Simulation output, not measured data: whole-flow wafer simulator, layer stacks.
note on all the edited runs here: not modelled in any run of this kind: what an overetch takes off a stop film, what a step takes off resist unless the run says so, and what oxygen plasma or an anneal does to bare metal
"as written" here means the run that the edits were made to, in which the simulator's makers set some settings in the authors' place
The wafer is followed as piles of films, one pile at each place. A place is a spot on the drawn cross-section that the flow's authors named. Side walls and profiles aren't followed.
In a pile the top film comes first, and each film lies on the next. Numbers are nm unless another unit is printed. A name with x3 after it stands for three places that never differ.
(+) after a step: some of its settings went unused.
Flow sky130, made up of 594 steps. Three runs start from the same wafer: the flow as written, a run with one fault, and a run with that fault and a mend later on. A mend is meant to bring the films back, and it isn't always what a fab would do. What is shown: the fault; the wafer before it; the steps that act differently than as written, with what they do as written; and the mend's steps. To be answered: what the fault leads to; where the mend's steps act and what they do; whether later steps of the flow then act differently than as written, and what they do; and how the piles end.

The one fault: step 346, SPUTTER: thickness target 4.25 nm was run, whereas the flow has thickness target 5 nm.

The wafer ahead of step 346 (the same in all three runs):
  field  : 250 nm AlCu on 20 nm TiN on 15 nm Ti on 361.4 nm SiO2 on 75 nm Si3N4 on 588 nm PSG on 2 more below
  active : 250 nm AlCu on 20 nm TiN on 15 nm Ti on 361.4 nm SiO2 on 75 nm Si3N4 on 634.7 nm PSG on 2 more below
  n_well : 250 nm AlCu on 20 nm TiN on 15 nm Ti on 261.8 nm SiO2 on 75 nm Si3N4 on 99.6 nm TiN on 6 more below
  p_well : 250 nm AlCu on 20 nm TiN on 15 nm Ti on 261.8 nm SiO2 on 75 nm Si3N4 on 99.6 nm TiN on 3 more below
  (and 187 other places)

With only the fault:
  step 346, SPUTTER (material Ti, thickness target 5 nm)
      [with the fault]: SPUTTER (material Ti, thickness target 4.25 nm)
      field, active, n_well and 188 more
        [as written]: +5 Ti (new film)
        [with the fault]: +4.25 Ti (new film)
  Later steps of the flow acting differently than as written (not shown: 12 more steps that differ only slightly, by at most 2% or 0.5 nm, whichever is larger):
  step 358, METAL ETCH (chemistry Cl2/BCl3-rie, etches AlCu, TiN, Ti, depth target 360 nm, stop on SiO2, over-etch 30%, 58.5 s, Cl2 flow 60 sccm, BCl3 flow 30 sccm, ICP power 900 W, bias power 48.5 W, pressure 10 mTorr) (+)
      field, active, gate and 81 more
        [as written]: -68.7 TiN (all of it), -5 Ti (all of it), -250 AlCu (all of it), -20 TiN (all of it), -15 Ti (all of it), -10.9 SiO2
        [with the fault]: -68.7 TiN (all of it), -4.25 Ti (all of it), -250 AlCu (all of it), -20 TiN (all of it), -15 Ti (all of it), -11 SiO2
  The piles end different from the flow's at n_well, p_well, gate_hv and 104 more by more than 2% or 0.5 nm, whichever is larger.
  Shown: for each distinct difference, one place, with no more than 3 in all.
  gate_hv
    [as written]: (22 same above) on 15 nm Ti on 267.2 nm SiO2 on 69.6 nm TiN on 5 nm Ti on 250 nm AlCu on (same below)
    [with the fault]: (22 same above) on 15 nm Ti on 268 nm SiO2 on 69.6 nm TiN on 4.25 nm Ti on 250 nm AlCu on (same below)
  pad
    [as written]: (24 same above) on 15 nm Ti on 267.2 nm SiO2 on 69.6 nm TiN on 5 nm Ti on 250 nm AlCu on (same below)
    [with the fault]: (24 same above) on 15 nm Ti on 268 nm SiO2 on 69.6 nm TiN on 4.25 nm Ti on 250 nm AlCu on (same below)
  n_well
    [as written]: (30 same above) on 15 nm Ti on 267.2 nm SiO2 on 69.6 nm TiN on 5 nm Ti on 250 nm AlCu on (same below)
    [with the fault]: (30 same above) on 15 nm Ti on 268 nm SiO2 on 69.6 nm TiN on 4.25 nm Ti on 250 nm AlCu on (same below)

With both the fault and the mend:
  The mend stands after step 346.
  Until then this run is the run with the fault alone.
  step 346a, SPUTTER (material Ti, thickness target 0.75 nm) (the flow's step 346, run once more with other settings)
      field, active, n_well and 188 more
        +0.75 Ti
  Every later step of the flow that is run acts as written at every place that is followed.
  By the end, the piles equal the flow's at every place that both follow.
